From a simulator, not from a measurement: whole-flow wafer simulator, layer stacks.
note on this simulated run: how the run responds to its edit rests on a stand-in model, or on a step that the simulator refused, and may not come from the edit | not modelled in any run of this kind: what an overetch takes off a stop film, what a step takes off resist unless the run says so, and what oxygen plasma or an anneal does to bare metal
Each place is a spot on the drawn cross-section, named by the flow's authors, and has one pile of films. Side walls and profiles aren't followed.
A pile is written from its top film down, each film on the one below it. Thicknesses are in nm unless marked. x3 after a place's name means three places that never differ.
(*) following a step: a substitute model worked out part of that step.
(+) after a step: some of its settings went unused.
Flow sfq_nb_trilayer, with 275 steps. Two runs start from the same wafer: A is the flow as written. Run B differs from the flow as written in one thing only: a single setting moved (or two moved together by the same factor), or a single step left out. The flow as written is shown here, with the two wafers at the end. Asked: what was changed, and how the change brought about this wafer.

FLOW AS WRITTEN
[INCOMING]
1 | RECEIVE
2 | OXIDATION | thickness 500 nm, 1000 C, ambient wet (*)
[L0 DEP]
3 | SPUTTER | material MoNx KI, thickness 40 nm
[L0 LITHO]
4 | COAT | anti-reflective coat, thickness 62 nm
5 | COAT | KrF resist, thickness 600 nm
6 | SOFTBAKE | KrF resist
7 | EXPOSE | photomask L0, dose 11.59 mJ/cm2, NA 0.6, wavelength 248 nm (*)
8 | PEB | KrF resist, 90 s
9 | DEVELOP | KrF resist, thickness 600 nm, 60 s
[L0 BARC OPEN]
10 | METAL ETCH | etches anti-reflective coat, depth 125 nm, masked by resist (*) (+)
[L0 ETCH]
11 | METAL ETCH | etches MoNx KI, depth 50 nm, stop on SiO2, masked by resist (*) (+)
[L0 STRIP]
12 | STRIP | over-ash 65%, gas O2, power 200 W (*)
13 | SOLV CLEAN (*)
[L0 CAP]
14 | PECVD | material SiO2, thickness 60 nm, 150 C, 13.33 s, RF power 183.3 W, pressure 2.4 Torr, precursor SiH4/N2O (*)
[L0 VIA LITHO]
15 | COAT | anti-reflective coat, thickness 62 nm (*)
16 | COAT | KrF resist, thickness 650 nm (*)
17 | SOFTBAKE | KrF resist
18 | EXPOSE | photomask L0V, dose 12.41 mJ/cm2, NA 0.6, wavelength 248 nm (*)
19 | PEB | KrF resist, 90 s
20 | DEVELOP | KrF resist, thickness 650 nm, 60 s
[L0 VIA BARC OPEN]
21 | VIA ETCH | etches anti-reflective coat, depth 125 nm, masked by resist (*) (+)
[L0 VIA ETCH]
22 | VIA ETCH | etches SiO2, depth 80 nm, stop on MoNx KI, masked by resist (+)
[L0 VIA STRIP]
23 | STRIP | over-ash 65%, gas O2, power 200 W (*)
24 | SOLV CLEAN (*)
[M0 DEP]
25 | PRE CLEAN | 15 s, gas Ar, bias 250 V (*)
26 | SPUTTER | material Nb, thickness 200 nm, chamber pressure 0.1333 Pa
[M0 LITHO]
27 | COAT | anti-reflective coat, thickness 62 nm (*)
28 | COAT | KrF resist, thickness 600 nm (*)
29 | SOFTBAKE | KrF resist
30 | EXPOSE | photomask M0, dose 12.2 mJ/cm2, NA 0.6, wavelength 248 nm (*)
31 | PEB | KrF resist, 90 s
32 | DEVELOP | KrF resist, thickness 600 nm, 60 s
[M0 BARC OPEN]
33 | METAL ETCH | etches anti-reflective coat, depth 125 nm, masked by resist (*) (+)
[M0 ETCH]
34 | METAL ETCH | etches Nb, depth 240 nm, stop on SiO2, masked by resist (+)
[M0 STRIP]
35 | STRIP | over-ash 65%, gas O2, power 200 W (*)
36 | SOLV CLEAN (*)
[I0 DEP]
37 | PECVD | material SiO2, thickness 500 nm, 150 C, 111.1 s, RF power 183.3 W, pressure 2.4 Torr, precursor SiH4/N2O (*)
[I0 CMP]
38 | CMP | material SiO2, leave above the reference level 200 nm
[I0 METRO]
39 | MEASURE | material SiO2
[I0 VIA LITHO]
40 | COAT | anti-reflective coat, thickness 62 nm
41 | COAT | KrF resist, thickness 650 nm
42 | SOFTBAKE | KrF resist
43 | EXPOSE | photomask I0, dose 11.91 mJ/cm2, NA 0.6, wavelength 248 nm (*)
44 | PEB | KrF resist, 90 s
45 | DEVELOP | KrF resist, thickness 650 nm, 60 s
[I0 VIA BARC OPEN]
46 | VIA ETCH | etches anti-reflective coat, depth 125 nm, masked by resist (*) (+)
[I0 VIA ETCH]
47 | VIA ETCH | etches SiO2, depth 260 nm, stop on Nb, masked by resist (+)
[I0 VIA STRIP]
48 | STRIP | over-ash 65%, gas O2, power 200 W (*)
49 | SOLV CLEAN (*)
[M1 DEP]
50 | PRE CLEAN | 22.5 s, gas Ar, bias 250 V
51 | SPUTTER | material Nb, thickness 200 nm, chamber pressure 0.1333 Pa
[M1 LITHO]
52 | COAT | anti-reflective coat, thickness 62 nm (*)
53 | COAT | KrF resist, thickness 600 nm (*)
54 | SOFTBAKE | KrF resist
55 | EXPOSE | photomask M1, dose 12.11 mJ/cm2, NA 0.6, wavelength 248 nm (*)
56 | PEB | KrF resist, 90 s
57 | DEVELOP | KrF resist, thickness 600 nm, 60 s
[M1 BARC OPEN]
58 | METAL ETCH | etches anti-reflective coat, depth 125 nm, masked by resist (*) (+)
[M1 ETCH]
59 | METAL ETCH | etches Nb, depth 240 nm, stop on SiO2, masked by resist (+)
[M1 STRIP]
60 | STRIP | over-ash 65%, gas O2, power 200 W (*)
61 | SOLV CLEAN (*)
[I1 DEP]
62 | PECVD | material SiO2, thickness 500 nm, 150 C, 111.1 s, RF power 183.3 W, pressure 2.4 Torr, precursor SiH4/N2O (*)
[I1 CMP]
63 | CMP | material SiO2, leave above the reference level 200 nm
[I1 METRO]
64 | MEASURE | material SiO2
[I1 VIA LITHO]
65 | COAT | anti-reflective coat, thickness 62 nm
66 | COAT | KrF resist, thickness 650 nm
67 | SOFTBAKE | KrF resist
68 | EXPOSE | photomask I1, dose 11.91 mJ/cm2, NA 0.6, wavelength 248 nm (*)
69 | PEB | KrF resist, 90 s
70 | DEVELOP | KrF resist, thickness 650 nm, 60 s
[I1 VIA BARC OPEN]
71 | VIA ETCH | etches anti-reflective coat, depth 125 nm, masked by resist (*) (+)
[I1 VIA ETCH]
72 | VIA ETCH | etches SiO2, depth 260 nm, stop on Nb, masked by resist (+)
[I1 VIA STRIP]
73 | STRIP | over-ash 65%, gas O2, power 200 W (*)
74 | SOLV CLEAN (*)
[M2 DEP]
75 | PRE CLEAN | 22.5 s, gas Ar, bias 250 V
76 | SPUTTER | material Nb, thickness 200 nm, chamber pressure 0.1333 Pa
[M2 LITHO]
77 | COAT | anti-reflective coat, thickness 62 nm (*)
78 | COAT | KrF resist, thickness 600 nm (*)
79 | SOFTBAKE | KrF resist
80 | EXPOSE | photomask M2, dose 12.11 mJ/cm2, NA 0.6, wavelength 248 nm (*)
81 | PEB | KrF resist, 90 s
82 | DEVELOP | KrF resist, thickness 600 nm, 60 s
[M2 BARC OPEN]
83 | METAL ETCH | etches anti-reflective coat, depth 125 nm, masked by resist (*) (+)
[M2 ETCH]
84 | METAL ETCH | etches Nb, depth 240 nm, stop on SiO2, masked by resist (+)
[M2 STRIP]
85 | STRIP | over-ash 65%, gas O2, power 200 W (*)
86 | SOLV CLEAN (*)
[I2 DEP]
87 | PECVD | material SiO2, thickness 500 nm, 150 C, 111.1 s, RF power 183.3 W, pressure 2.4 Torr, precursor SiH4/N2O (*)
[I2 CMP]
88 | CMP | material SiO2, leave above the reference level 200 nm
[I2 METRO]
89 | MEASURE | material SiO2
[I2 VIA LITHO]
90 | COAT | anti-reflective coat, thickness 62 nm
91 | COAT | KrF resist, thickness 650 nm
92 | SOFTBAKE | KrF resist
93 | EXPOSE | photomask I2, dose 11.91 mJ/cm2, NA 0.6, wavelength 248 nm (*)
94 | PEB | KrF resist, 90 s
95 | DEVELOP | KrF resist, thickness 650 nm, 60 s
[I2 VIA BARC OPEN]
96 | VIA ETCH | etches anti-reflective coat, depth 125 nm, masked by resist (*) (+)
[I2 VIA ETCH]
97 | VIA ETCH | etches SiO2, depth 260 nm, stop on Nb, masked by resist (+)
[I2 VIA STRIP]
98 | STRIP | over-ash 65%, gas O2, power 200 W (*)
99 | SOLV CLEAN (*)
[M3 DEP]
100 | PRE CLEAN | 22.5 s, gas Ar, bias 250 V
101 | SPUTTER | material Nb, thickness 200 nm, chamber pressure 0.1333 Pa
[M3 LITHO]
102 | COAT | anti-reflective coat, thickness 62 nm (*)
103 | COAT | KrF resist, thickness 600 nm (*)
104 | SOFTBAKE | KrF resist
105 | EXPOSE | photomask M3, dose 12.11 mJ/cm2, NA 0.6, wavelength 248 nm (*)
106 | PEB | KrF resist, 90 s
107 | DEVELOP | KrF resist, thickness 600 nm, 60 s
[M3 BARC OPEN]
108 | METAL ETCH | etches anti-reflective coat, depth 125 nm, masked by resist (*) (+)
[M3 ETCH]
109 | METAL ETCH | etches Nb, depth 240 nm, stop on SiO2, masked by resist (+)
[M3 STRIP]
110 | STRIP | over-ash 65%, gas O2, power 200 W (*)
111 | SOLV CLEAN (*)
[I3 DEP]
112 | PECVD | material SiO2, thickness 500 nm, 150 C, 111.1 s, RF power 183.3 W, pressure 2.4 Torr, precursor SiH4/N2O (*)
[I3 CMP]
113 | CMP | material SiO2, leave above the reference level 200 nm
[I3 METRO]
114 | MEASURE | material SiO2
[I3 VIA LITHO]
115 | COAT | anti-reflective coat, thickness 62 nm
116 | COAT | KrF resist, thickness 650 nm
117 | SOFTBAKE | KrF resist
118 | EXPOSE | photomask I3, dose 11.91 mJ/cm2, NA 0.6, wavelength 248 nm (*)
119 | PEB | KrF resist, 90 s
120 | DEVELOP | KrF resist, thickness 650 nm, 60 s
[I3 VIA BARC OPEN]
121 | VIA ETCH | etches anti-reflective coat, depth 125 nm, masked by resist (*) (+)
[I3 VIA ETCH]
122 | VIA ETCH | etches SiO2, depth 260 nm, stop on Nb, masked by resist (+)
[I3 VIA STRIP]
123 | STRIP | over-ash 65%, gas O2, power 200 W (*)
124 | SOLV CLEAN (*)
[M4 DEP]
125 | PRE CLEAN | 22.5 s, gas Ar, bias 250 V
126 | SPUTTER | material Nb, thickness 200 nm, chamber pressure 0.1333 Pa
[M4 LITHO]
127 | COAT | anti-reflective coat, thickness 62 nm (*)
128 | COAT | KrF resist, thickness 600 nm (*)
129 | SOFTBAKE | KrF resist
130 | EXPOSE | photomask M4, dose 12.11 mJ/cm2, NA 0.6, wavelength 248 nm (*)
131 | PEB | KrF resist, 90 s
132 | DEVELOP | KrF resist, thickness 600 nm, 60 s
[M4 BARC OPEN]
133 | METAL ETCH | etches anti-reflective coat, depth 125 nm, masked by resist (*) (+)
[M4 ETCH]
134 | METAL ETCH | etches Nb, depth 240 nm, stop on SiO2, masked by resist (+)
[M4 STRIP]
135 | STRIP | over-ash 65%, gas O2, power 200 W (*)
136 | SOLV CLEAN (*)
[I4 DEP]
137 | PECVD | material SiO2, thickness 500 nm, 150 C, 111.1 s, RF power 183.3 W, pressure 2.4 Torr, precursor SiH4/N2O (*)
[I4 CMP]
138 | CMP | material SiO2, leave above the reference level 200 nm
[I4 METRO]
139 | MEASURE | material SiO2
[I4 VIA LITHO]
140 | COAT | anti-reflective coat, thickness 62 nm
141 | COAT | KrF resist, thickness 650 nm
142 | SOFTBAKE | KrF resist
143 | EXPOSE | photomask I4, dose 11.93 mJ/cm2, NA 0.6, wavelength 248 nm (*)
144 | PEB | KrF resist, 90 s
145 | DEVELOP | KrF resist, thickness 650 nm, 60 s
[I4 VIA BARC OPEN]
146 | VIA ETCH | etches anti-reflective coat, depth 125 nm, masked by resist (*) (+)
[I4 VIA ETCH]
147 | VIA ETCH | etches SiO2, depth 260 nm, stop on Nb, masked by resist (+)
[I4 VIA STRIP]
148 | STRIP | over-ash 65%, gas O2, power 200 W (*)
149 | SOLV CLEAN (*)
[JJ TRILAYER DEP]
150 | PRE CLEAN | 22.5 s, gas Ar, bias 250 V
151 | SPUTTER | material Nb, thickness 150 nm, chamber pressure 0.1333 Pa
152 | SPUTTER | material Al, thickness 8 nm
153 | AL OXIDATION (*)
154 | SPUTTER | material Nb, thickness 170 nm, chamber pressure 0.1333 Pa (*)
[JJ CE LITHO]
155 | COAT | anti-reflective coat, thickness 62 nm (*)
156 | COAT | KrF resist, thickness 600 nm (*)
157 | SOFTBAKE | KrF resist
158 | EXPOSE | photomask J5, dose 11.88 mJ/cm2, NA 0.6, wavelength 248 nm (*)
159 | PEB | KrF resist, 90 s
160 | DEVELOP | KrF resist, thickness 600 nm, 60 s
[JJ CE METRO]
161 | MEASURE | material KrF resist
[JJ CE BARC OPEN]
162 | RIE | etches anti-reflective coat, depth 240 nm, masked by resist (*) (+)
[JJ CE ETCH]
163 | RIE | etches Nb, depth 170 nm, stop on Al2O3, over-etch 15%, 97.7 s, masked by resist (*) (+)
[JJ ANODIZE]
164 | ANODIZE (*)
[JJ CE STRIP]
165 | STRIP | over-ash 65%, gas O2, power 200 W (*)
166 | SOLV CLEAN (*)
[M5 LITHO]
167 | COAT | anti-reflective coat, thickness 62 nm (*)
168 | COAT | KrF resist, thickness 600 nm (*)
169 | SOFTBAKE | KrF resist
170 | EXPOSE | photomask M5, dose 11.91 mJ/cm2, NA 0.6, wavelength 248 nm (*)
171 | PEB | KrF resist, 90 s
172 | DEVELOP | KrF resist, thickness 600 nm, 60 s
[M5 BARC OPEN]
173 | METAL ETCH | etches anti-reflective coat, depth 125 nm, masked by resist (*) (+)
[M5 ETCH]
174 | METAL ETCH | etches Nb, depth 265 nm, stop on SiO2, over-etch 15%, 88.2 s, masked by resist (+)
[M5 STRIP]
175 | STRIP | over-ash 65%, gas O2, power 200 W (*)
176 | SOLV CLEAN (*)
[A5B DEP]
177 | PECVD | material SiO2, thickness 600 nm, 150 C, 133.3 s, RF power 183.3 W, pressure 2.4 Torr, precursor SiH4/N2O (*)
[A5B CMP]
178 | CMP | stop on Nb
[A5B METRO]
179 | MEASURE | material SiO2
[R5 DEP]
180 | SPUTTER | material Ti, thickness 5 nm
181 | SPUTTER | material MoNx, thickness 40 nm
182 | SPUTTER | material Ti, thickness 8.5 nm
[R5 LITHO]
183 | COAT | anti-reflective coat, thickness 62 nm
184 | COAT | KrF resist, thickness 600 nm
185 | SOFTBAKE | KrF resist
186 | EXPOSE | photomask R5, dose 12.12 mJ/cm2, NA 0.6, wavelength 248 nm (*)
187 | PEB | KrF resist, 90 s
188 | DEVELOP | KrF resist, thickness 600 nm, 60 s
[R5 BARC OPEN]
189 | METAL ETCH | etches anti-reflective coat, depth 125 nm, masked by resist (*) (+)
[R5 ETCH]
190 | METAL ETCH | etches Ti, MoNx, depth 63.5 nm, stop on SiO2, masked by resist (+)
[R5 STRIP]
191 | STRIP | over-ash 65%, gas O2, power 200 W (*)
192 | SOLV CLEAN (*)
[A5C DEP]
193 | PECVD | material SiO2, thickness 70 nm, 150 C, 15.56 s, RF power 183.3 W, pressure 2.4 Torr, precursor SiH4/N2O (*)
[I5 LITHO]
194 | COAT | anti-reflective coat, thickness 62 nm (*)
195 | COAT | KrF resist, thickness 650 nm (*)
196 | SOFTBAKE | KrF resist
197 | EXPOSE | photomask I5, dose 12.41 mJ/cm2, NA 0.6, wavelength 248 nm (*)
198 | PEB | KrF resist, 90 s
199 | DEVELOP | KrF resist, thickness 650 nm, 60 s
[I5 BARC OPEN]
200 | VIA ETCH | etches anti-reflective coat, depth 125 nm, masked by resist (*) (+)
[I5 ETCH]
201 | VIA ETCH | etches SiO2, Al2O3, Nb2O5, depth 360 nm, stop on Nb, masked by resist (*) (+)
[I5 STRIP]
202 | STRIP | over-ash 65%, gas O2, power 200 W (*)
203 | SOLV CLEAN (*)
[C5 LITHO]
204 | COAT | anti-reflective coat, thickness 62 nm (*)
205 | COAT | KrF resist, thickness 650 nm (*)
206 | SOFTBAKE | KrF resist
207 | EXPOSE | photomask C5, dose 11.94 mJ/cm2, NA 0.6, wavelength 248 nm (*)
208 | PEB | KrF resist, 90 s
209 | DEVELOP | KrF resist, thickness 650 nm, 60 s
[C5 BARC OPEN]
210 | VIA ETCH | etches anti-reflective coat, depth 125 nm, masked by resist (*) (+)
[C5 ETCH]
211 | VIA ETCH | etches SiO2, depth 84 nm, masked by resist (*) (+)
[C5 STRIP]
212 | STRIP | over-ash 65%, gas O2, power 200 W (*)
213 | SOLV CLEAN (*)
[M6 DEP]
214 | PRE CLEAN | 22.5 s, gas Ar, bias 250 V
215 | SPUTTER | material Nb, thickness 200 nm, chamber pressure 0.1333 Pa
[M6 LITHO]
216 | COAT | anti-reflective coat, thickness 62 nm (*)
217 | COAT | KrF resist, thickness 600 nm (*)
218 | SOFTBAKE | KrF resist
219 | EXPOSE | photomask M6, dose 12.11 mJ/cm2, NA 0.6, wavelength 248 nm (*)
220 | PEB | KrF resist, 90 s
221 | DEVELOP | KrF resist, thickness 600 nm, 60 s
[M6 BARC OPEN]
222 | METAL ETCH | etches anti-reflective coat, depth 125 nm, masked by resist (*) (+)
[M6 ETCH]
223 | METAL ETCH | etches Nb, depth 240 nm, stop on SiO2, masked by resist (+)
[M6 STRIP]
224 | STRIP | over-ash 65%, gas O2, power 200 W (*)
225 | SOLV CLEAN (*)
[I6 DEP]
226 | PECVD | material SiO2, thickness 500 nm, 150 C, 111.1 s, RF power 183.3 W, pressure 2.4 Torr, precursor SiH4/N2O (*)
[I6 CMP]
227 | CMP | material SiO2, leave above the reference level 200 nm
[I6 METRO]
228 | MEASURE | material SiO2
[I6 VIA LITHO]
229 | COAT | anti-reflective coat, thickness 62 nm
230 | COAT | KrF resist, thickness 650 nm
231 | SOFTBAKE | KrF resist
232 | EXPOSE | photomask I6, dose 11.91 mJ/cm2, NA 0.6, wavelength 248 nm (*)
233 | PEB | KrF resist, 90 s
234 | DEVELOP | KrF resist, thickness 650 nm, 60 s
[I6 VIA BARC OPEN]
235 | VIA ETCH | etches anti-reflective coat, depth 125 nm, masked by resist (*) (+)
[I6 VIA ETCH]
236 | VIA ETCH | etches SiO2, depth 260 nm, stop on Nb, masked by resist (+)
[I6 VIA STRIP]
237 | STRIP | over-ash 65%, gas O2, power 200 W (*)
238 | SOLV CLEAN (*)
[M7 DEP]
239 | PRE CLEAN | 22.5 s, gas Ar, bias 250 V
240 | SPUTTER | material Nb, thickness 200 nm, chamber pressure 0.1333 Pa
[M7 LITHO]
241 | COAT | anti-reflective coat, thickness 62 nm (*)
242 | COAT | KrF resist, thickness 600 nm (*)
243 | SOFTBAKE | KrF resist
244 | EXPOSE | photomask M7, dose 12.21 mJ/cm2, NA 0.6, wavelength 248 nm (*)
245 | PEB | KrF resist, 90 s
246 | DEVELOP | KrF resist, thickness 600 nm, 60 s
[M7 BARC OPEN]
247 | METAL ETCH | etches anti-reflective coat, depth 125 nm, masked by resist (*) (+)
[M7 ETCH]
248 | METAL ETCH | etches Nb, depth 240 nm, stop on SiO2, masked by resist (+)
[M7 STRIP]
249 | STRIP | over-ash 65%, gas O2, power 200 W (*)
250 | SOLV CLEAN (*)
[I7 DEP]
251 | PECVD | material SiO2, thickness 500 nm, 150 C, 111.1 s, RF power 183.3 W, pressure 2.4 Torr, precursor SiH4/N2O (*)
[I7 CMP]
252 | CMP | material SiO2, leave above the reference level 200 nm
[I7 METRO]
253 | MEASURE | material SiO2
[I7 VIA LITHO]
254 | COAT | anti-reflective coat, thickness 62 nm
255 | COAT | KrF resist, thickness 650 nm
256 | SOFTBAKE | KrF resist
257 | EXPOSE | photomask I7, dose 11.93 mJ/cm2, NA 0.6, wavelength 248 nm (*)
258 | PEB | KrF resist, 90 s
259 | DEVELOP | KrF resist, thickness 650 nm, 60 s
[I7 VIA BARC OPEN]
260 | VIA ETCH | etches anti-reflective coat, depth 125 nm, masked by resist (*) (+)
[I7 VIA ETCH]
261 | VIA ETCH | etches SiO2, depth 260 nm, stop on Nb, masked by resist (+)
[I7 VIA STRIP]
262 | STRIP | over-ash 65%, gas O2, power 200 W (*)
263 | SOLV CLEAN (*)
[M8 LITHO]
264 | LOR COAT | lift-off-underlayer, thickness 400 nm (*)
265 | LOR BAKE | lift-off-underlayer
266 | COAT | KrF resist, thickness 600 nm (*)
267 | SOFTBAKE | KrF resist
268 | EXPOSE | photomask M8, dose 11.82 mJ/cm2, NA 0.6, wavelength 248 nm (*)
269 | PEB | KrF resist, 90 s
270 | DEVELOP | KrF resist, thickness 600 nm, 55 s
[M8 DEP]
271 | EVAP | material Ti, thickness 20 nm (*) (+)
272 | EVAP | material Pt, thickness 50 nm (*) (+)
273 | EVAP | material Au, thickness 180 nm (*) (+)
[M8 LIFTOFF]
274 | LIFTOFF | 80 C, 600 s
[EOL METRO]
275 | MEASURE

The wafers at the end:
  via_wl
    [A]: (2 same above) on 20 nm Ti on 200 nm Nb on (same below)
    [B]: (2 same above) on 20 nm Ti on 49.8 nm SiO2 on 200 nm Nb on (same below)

What caused this: step 261, VIA ETCH: depth 150 nm was run, whereas the flow has depth 260 nm.

Step by step, how the change led to this:
  261 | VIA ETCH | etches SiO2, depth 260 nm, stop on Nb, masked by resist (+)
      via_wl, via_w, via_wr: A -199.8 SiO2 (all of it) | B -150 SiO2
      field_l, v_sur, via_sp and 100 more: A -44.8 KrF resist | B -25.9 KrF resist
  262 | STRIP | over-ash 65%, gas O2, power 200 W (*)
      field_l, v_sur, via_sp and 100 more: A -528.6 KrF resist (all of it), -62 anti-reflective coat (all of it) | B -547.6 KrF resist (all of it), -62 anti-reflective coat (all of it)
  264 | LOR COAT | lift-off-underlayer, thickness 400 nm (*)
      via_wl, via_wr: A +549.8 lift-off-underlayer (new film) | B +512.4 lift-off-underlayer (new film)
      v_sur: A +369.4 lift-off-underlayer (new film) | B +377 lift-off-underlayer (new film)
      (as well as at 1 more place)
  270 | DEVELOP | KrF resist, thickness 600 nm, 55 s
      v_sur: A -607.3 KrF resist (all of it), -369.4 lift-off-underlayer (all of it) | B -605.2 KrF resist (all of it), -377 lift-off-underlayer (all of it)
      via_wl: A -623.9 KrF resist (all of it), -549.8 lift-off-underlayer (all of it) | B -617.6 KrF resist (all of it), -512.4 lift-off-underlayer (all of it)
      (as well as at 2 more places)
Taking metal films that touch as one body, via_wl has 8 bodies (between them, from the top down: SiO2 49.8; SiO2 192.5; SiO2 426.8 / Al2O3 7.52 / Nb2O5 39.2; SiO2 192.5; SiO2 192.5; SiO2 192.5; SiO2 192.5); the flow as written gives 7 bodies (between them, from the top down: SiO2 192.5; SiO2 426.8 / Al2O3 7.52 / Nb2O5 39.2; SiO2 192.5; SiO2 192.5; SiO2 192.5; SiO2 192.5).
